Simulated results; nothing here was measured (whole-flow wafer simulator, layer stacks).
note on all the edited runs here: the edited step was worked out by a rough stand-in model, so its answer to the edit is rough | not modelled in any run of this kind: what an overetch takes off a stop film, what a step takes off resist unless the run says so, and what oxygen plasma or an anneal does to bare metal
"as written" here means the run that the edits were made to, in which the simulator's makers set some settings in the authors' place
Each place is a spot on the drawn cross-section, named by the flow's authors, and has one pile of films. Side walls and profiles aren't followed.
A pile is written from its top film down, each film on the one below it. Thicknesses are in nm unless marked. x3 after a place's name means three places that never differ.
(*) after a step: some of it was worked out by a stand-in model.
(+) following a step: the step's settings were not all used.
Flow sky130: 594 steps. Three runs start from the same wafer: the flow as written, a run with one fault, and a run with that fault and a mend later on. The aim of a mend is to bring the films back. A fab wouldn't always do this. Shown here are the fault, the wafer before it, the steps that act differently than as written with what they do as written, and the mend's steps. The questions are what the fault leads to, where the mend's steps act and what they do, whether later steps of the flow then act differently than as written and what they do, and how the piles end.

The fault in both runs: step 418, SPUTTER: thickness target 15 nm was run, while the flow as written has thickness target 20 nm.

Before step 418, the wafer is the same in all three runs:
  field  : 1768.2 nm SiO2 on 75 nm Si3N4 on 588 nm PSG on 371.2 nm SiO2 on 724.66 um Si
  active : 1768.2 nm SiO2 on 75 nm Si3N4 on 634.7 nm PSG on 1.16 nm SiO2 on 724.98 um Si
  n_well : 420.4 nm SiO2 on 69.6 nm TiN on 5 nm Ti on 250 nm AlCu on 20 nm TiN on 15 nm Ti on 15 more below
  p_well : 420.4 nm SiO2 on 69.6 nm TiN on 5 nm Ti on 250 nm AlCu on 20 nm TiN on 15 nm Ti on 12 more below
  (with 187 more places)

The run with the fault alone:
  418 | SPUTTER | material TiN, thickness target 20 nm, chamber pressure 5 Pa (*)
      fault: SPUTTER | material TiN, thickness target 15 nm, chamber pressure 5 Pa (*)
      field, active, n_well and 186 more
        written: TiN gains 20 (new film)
        fault: TiN gains 15 (new film)
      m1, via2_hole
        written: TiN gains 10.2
        fault: TiN gains 7.64
  Steps later in the flow that act otherwise than as written (1 other step is not shown; it differs only slightly, by no more than 2% or 0.5 nm, whichever is larger):
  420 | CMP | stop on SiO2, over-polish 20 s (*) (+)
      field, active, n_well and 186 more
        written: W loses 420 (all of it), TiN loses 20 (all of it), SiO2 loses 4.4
        fault: W loses 420 (all of it), TiN loses 15 (all of it), SiO2 loses 4.4
  By the end, the piles at m1, via2_hole depart from the flow's by more than 2% or 0.5 nm, whichever is larger.
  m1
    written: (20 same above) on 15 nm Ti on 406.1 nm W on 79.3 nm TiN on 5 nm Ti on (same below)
    fault: (20 same above) on 15 nm Ti on 408.7 nm W on 76.8 nm TiN on 5 nm Ti on (same below)
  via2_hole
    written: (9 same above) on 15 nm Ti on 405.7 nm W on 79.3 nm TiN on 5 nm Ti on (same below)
    fault: (9 same above) on 15 nm Ti on 408.2 nm W on 76.8 nm TiN on 5 nm Ti on (same below)

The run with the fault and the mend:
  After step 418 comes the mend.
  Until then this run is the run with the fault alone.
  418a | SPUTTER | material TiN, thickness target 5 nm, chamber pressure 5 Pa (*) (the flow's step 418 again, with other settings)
      field, active, n_well and 186 more
        TiN gains 5
      m1
        TiN gains 2.53
      via2_hole
        TiN gains 2.51
  None of the later steps of the flow acts differently than as written at any place that is followed.
  By the end, the piles equal the flow's at every place that both follow.
